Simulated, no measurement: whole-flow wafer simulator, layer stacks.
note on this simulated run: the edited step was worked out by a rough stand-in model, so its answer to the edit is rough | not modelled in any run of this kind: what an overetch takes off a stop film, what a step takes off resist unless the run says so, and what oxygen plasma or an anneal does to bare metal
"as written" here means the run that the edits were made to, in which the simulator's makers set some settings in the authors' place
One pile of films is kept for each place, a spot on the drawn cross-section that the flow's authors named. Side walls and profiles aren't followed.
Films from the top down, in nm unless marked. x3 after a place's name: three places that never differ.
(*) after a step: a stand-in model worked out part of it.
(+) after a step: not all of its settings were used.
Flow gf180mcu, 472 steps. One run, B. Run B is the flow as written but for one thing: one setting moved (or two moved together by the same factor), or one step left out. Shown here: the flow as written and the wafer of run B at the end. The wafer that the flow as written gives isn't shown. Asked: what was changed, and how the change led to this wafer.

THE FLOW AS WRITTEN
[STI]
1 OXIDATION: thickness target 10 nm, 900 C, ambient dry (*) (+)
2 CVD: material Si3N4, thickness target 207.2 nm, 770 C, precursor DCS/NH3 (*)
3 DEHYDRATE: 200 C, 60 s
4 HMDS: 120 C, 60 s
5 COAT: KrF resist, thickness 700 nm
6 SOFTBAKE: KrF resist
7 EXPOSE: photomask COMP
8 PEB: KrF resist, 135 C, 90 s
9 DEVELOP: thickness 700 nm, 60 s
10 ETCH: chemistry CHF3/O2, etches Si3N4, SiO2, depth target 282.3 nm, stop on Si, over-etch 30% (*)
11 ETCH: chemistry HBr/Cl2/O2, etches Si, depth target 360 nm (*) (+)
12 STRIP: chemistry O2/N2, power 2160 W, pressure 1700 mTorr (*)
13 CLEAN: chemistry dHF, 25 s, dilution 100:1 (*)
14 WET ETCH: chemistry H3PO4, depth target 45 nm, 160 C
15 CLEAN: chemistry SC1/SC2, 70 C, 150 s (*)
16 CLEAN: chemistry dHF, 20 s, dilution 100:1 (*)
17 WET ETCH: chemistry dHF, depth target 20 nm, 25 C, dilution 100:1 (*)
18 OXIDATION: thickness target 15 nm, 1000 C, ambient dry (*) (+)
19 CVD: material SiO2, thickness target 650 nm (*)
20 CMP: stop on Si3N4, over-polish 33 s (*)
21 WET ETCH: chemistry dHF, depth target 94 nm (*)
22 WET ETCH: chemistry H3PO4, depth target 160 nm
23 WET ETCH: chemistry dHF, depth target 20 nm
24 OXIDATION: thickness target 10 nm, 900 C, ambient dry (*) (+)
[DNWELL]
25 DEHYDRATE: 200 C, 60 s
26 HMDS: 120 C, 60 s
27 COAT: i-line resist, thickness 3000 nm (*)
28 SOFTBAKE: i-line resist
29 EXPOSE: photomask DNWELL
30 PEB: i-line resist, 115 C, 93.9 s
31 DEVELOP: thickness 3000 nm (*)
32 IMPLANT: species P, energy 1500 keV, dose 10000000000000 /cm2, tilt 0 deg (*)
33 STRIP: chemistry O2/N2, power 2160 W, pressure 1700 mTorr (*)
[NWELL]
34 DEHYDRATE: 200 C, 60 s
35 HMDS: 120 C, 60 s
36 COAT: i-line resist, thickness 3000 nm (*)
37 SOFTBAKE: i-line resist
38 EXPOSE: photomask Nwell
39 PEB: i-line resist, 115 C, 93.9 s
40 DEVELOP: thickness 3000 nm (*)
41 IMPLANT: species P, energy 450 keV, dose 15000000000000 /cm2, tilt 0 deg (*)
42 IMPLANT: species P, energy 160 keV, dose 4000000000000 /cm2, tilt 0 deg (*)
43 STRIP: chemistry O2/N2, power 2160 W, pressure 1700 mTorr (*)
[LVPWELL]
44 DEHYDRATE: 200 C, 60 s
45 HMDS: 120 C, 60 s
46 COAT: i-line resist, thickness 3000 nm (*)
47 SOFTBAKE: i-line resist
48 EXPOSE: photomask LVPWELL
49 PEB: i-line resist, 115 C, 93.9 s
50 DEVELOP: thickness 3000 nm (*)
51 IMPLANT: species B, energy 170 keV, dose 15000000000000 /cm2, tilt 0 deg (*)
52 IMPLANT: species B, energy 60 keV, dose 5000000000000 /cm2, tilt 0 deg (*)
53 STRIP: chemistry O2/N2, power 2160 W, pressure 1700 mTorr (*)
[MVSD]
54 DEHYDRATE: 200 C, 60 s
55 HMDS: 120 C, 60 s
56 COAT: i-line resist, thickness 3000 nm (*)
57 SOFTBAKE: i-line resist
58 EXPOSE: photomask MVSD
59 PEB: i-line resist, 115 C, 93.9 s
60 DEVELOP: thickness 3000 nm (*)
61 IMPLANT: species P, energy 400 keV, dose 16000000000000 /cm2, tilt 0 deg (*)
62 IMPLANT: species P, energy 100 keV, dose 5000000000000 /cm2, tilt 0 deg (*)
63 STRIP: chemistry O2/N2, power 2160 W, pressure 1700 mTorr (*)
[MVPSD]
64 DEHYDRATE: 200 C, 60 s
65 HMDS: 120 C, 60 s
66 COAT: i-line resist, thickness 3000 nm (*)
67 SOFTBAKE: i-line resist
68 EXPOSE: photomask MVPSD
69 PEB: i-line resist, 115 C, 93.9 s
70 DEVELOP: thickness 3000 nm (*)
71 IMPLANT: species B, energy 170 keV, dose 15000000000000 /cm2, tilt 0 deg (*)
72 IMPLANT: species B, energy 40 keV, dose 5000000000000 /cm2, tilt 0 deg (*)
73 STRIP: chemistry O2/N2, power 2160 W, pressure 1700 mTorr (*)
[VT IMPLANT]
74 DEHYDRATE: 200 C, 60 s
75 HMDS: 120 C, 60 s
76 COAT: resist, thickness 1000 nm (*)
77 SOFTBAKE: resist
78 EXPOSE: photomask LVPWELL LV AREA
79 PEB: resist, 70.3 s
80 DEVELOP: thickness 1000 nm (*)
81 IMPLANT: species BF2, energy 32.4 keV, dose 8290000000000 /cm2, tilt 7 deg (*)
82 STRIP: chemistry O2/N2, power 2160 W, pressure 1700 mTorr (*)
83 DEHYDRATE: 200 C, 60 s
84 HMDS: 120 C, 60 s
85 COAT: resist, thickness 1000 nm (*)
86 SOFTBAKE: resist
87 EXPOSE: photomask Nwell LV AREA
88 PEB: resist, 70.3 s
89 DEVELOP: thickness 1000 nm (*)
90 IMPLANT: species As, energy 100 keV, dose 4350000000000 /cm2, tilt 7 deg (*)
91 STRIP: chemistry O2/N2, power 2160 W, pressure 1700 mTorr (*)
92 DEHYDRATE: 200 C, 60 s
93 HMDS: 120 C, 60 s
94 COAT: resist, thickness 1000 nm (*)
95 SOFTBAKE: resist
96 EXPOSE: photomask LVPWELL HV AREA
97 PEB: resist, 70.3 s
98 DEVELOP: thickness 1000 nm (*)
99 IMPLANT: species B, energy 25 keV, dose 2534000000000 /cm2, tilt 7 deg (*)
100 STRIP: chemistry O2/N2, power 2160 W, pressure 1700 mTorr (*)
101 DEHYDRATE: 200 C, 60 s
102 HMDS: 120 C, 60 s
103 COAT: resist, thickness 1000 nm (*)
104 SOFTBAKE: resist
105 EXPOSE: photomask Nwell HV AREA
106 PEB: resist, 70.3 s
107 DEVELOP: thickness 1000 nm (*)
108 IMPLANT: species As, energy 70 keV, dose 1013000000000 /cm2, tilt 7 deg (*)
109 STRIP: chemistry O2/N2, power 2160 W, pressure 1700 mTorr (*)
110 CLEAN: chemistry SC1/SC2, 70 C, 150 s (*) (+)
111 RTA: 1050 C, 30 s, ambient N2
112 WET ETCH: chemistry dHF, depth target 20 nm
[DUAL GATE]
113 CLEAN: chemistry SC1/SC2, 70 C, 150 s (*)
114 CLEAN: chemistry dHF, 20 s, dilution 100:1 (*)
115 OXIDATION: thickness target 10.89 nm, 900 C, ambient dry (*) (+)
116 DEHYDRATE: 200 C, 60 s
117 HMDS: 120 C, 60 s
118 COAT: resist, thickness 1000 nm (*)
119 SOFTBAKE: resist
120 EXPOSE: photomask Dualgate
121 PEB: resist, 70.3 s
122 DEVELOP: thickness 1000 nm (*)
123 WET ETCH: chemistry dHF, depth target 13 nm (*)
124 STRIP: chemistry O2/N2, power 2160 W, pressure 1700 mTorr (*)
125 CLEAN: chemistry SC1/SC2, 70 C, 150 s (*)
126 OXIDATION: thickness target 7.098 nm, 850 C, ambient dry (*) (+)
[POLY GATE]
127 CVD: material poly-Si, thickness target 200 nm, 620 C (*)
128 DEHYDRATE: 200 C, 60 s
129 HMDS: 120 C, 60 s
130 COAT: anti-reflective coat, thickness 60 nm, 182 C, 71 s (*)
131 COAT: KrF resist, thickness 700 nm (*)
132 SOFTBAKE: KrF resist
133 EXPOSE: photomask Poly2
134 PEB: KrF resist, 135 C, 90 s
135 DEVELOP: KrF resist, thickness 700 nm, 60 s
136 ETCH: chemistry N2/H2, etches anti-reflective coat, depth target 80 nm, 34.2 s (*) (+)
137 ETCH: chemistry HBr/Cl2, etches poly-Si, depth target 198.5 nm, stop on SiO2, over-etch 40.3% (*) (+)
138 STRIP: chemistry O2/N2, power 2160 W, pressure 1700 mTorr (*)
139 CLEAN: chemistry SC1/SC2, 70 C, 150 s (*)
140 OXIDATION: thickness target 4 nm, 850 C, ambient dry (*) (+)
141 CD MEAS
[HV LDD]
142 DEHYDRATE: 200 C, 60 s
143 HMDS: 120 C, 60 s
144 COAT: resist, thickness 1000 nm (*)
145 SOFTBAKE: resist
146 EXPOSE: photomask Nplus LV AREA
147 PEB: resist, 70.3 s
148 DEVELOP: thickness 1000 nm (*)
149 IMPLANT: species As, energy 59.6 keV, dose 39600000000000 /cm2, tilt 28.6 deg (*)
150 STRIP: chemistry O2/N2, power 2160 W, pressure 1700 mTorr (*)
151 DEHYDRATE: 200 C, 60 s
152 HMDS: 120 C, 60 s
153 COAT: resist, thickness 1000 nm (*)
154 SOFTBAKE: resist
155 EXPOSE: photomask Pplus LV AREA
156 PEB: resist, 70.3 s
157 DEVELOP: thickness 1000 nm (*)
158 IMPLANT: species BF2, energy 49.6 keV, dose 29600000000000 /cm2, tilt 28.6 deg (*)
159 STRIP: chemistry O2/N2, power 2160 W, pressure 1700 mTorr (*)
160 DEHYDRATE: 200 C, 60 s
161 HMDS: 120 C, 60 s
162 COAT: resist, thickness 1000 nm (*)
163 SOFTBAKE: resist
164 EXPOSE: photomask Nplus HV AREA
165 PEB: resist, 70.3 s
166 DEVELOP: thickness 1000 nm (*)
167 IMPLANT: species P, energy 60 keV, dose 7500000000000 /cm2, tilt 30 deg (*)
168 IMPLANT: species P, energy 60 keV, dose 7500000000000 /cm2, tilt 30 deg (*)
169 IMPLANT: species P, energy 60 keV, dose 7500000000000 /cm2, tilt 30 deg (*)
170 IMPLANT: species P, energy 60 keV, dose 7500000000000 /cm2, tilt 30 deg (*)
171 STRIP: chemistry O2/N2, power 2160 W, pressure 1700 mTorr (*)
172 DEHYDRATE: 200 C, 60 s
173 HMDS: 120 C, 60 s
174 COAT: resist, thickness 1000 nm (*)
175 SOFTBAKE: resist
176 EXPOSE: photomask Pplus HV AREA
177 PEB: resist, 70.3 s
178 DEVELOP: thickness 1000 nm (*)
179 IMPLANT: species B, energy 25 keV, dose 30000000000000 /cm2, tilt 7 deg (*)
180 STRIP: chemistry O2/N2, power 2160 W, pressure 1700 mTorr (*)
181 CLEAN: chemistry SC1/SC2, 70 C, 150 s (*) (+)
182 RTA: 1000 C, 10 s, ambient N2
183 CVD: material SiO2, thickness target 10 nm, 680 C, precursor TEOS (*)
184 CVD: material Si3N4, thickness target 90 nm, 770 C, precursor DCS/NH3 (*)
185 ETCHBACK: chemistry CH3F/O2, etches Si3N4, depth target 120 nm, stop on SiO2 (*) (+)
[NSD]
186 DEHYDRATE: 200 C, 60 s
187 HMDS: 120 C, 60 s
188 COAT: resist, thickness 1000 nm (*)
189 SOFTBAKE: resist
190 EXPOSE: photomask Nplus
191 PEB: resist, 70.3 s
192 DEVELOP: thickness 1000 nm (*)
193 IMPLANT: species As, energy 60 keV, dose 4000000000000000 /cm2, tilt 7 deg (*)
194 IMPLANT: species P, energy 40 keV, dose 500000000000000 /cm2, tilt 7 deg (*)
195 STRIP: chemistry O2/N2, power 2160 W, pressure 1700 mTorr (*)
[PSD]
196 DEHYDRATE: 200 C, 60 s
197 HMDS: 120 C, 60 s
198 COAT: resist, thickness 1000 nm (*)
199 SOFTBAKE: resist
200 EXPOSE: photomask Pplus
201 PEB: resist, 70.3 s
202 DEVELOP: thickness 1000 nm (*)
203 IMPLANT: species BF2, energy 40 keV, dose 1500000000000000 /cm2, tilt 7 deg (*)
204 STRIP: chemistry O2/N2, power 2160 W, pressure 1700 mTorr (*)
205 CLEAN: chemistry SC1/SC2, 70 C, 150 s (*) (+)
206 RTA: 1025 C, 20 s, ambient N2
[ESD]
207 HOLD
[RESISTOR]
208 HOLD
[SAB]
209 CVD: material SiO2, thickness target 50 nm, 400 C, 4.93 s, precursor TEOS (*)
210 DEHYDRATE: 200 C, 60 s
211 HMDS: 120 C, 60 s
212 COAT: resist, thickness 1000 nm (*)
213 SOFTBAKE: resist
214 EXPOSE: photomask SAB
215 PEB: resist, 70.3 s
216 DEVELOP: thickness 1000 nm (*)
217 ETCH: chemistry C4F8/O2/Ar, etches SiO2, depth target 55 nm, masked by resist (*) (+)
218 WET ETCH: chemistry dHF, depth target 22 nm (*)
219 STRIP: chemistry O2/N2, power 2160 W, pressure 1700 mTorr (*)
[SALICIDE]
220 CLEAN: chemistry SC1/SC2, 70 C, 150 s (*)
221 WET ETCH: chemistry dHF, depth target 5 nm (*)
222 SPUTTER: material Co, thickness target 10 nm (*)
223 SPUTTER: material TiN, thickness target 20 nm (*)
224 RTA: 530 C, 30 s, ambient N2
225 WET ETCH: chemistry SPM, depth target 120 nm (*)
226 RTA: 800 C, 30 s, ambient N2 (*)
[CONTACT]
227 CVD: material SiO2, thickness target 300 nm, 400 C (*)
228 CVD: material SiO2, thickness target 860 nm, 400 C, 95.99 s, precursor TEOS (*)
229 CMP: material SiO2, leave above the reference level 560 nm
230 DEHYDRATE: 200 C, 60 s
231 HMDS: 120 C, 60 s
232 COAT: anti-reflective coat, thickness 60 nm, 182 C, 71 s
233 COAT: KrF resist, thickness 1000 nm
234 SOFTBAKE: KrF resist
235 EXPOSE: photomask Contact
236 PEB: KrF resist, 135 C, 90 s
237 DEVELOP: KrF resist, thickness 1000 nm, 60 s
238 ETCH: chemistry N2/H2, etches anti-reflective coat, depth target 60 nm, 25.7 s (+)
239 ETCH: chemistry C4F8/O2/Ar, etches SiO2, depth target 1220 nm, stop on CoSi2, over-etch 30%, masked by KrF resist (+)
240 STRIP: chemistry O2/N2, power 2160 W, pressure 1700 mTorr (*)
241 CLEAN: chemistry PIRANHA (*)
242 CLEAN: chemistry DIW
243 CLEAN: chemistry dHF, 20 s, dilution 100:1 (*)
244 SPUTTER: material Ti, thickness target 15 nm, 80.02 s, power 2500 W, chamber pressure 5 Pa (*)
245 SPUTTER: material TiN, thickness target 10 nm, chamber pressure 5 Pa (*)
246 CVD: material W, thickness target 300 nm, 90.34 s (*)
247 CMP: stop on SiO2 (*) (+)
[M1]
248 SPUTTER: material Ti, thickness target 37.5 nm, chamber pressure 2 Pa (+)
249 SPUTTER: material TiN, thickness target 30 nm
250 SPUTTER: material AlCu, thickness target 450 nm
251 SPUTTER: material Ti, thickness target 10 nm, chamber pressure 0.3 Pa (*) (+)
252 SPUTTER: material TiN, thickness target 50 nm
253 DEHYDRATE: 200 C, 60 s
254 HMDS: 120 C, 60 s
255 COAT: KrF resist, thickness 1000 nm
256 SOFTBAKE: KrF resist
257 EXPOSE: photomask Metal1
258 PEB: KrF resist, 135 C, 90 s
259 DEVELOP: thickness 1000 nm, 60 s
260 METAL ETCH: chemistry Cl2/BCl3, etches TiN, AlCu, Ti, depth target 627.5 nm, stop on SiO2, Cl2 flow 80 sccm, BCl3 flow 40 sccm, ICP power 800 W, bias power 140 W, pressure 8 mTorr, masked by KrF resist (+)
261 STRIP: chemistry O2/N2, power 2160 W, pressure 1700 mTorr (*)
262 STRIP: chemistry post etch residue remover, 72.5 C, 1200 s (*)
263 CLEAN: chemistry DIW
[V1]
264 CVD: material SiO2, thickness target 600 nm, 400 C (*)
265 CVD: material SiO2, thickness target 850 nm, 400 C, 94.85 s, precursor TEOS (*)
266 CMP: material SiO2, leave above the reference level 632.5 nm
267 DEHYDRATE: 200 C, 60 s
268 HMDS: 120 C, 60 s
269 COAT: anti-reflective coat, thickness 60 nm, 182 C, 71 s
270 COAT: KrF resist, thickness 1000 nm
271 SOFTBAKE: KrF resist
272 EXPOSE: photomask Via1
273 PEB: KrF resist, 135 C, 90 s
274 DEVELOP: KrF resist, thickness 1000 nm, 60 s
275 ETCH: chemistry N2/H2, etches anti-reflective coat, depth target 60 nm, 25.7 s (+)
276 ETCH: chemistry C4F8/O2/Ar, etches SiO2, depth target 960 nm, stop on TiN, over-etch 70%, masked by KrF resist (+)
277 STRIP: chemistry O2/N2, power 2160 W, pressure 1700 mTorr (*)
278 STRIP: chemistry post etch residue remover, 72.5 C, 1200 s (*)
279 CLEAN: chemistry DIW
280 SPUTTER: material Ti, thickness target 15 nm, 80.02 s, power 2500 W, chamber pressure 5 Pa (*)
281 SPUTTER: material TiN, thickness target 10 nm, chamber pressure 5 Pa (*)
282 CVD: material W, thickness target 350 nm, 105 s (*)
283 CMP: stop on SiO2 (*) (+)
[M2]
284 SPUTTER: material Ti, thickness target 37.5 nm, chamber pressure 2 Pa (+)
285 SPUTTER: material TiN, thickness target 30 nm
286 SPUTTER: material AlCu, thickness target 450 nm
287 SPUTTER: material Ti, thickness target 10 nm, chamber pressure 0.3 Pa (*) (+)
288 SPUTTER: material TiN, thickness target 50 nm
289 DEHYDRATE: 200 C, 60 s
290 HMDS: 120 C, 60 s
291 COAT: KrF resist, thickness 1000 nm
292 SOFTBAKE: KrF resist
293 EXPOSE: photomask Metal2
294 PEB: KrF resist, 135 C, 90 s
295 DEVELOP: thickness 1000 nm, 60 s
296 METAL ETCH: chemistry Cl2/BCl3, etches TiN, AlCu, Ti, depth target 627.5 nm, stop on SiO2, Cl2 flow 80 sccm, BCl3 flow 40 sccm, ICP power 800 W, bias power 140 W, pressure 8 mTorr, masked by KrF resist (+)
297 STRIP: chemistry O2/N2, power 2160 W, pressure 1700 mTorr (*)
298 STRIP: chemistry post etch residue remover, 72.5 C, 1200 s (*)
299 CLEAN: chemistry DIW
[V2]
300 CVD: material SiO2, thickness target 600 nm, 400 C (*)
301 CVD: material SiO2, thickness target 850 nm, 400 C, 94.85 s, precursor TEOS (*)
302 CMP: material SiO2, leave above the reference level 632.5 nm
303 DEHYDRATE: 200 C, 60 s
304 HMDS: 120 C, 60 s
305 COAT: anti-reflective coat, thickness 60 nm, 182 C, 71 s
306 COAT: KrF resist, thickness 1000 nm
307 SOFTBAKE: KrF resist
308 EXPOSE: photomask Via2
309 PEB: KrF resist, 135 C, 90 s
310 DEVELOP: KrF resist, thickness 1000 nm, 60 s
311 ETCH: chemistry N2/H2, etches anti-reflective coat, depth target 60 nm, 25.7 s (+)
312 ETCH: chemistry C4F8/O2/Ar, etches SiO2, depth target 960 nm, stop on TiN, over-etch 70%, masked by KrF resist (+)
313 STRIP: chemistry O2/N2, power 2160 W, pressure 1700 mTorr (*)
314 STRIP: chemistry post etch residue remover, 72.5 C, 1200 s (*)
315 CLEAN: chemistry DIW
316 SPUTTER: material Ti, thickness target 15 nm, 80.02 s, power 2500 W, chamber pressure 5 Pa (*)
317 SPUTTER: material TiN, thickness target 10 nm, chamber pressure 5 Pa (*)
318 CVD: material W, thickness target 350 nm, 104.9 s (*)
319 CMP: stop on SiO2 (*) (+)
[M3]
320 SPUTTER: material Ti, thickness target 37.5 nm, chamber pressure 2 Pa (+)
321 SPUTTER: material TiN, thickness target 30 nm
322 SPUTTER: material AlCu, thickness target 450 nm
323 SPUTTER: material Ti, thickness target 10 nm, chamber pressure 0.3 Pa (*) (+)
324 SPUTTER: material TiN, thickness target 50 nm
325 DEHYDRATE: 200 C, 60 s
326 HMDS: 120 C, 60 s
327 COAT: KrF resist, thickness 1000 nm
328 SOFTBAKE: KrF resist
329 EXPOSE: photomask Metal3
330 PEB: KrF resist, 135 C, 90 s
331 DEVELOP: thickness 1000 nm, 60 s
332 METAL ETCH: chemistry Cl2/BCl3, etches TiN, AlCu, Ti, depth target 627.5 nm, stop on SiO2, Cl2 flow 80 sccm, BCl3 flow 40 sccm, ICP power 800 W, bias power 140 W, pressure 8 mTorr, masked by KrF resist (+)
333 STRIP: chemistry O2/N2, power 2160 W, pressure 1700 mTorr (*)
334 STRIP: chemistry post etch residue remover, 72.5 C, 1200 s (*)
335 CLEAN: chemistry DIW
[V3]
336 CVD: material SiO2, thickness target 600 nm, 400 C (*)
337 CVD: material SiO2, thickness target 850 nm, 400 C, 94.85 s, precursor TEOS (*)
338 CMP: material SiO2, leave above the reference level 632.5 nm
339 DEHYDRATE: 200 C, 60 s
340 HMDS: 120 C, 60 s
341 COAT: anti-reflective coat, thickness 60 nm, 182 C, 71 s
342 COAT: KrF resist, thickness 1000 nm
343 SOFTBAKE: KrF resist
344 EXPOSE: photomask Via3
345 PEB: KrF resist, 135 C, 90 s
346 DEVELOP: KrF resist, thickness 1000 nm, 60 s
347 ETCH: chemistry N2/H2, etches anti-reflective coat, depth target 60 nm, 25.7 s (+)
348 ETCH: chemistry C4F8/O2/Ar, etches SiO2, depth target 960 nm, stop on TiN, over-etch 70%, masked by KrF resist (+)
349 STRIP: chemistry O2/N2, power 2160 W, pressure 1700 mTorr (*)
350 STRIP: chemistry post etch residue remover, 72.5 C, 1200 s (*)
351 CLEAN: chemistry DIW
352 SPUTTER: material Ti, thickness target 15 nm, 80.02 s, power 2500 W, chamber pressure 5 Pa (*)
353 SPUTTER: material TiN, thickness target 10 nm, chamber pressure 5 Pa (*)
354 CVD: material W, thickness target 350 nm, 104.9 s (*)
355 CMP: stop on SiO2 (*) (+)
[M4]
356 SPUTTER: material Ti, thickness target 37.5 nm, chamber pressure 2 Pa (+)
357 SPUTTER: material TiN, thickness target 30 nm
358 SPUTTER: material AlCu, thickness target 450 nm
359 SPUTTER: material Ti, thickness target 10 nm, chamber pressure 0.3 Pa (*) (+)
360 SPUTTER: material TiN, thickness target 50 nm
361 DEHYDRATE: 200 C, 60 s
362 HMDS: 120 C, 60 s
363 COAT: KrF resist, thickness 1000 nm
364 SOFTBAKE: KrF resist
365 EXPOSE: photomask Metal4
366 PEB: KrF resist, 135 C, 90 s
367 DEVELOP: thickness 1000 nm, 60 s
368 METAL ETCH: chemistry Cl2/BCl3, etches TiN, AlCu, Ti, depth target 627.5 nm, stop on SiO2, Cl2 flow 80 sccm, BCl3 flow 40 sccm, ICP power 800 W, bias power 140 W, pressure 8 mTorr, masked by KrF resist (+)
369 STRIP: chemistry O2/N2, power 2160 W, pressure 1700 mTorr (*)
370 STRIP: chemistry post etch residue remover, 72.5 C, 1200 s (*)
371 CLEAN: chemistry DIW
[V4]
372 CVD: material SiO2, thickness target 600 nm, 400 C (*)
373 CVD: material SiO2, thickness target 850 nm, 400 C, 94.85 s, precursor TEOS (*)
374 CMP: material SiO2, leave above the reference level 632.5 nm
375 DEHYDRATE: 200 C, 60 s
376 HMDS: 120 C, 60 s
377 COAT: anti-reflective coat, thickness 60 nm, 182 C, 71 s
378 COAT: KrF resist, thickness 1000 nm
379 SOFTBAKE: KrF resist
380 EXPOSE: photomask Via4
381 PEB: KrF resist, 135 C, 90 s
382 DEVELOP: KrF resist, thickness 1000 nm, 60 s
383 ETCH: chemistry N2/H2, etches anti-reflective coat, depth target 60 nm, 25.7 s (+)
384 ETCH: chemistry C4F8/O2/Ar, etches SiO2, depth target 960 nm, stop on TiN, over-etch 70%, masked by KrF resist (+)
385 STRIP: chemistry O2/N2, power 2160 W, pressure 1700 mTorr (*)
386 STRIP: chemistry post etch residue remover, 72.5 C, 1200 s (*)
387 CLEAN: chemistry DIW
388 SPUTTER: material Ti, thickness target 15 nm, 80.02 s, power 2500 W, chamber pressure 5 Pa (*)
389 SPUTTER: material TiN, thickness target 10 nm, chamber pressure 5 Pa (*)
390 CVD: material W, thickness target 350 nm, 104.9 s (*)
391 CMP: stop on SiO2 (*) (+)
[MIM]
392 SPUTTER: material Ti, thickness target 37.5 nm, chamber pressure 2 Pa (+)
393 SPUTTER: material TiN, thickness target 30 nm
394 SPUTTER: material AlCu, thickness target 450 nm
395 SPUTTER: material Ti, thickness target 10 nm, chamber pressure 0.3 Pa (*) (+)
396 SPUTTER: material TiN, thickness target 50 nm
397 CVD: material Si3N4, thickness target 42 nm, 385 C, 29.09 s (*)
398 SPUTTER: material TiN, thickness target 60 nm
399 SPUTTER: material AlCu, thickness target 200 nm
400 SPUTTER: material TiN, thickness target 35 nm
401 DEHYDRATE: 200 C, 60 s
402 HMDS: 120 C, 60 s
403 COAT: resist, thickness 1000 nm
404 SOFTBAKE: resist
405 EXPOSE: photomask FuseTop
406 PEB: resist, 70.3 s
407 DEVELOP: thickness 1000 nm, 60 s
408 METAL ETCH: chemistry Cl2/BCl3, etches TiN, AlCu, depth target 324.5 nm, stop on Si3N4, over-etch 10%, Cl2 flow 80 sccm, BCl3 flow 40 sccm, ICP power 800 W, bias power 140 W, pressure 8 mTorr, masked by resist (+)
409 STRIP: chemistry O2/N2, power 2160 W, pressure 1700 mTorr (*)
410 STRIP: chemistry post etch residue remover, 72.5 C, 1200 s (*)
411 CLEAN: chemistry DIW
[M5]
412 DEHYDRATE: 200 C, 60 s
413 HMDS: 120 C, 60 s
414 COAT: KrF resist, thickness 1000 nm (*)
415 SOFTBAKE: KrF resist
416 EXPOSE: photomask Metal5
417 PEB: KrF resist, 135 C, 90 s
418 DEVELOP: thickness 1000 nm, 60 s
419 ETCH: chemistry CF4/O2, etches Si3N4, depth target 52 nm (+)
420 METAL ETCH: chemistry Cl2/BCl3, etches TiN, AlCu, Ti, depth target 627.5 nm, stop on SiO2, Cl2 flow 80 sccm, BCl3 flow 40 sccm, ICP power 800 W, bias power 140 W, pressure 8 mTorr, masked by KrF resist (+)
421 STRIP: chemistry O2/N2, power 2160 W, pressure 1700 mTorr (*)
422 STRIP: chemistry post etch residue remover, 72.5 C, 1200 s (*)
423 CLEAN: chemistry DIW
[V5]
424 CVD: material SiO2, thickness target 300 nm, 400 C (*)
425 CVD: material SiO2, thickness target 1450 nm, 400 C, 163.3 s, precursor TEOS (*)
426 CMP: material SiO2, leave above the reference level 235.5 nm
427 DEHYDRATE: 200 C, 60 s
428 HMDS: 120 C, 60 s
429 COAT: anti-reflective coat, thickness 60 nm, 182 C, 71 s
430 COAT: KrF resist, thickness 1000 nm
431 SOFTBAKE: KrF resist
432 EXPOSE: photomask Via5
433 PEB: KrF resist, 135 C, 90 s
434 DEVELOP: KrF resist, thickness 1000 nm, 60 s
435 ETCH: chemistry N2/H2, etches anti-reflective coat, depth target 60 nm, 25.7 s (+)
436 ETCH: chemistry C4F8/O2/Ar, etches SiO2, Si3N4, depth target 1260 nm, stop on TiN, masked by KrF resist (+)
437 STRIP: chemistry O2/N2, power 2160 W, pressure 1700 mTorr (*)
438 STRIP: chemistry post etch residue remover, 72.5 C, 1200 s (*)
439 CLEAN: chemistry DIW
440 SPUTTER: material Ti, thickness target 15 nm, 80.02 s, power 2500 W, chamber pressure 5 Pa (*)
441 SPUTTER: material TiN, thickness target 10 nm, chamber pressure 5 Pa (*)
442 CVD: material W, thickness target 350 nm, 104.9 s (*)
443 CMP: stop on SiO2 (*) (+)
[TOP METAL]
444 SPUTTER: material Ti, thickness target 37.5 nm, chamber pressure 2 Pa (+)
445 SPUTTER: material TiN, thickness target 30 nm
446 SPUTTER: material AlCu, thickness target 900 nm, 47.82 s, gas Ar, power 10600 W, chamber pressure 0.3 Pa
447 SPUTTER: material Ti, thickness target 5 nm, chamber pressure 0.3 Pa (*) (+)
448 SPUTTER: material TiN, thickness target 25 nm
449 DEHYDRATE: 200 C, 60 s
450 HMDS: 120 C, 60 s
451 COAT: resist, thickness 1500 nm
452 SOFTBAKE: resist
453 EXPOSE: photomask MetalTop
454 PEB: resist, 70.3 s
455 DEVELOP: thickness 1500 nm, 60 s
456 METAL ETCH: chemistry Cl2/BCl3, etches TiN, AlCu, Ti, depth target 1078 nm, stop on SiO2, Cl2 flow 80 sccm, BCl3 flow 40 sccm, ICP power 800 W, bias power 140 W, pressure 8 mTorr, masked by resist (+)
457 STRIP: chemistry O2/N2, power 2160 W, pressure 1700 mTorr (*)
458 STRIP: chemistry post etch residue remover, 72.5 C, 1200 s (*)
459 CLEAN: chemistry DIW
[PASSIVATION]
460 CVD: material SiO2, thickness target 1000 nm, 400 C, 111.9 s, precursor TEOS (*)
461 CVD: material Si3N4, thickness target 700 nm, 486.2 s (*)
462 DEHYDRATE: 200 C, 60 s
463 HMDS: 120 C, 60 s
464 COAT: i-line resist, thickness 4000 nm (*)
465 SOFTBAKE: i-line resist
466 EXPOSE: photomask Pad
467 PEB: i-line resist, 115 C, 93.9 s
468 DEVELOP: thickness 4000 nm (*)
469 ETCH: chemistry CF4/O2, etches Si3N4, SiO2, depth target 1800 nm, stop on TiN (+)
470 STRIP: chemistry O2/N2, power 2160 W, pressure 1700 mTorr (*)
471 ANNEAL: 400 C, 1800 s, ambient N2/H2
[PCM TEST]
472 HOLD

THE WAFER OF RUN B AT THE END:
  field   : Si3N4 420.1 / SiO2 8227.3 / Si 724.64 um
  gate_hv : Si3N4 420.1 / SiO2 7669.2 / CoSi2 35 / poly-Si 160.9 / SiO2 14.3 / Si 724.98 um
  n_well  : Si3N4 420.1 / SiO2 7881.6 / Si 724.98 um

The cause: step 461, CVD: thickness target 420 nm was run, where the flow has thickness target 700 nm; step 461, CVD: 291.7 s was run, where the flow has 486.2 s.

How the change led to this, step by step:
  461 CVD: material Si3N4, thickness target 700 nm, 486.2 s (*)
      field, field__w1, field__w2 and 109 more: Si3N4 +420.1 (new film) (as written it would be: Si3N4 +700 (new film))
  465 SOFTBAKE: i-line resist
      field__w11, field__w13: i-line resist +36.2 (as written it would be: i-line resist +37.6)
      mim, ppoly_u: i-line resist +36.1 (as written it would be: i-line resist +37.5)
      (and at 52 more places)
  469 ETCH: chemistry CF4/O2, etches Si3N4, SiO2, depth target 1800 nm, stop on TiN (+)
      pad: Si3N4 -420.1 (all of it), SiO2 -1000 (all of it) (as written it would be: Si3N4 -700 (all of it), SiO2 -1000 (all of it))
